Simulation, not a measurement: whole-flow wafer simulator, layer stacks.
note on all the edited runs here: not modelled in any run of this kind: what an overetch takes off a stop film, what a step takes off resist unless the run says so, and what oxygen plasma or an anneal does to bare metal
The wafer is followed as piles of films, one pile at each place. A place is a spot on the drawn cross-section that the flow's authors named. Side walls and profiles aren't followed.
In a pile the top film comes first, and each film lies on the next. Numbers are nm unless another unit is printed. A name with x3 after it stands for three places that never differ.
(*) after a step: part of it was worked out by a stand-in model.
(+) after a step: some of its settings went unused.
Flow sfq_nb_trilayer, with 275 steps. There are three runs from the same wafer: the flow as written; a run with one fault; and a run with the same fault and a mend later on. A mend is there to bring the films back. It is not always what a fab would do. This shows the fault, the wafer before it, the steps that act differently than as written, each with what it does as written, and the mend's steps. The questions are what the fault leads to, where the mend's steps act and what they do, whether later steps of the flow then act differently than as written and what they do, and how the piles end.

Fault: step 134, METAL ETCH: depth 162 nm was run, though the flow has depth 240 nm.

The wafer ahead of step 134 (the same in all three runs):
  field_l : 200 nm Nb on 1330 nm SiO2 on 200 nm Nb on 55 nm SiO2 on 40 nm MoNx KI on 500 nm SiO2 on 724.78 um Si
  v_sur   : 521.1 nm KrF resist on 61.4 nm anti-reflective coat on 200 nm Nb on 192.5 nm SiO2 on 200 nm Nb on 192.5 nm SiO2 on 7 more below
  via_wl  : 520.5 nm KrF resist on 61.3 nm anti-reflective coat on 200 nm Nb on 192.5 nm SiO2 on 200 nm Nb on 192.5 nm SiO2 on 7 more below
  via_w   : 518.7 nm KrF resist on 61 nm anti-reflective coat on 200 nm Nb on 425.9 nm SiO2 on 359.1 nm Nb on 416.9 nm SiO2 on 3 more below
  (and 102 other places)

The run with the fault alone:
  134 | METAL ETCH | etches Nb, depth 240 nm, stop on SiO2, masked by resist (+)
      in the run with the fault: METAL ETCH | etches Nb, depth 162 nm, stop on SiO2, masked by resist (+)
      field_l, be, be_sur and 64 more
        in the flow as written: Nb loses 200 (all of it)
        in the run with the fault: Nb loses 162
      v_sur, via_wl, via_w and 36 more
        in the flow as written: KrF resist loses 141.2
        in the run with the fault: KrF resist loses 95.3
  Steps later in the flow that act otherwise than as written:
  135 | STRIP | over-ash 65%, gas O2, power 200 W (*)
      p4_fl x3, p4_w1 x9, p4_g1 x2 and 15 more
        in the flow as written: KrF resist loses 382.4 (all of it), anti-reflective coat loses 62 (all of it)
        in the run with the fault: KrF resist loses 428.3 (all of it), anti-reflective coat loses 62 (all of it)
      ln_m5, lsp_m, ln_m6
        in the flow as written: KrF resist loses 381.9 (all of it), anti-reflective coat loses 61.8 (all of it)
        in the run with the fault: KrF resist loses 427.8 (all of it), anti-reflective coat loses 61.8 (all of it)
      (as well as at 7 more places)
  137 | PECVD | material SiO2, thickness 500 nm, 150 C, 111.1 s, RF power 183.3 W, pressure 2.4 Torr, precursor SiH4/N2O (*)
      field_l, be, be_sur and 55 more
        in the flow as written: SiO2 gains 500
        in the run with the fault: SiO2 gains 500 (new film)
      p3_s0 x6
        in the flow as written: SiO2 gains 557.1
        in the run with the fault: SiO2 gains 519.1 (new film)
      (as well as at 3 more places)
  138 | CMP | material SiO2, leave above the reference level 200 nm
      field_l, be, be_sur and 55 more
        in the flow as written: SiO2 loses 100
        in the run with the fault: SiO2 loses 138
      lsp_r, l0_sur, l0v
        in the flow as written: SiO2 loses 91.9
        in the run with the fault: SiO2 loses 131.4
  At field_l, be, be_sur and 64 more, the piles at the end differ from the flow's by more than 2% or 0.5 nm, whichever is larger.
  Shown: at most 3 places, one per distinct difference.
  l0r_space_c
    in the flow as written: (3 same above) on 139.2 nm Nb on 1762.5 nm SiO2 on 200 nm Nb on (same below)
    in the run with the fault: (3 same above) on 139.2 nm Nb on 354.5 nm SiO2 on 38 nm Nb on 1370 nm SiO2 on 200 nm Nb on (same below)
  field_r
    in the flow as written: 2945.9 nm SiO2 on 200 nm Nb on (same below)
    in the run with the fault: 1537.9 nm SiO2 on 38 nm Nb on 1370 nm SiO2 on 200 nm Nb on (same below)
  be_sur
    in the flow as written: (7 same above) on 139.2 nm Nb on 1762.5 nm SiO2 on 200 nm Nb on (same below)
    in the run with the fault: (7 same above) on 139.2 nm Nb on 354.5 nm SiO2 on 38 nm Nb on 1370 nm SiO2 on 200 nm Nb on (same below)

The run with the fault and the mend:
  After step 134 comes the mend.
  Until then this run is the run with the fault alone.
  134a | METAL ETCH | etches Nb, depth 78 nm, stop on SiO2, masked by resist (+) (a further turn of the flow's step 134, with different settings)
      field_l, be, be_sur and 64 more
        Nb loses 38 (all of it)
      v_sur, via_wl, via_w and 36 more
        KrF resist loses 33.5
  Steps later in the flow that act otherwise than as written:
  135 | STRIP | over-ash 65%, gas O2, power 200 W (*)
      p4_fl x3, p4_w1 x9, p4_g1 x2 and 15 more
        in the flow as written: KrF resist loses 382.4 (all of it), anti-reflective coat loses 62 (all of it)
        in the run with the mend: KrF resist loses 394.7 (all of it), anti-reflective coat loses 62 (all of it)
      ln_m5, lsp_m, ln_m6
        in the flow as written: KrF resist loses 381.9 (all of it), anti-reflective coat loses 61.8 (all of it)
        in the run with the mend: KrF resist loses 394.3 (all of it), anti-reflective coat loses 61.8 (all of it)
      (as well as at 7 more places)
  The piles end the same as the flow's at every place that both follow.
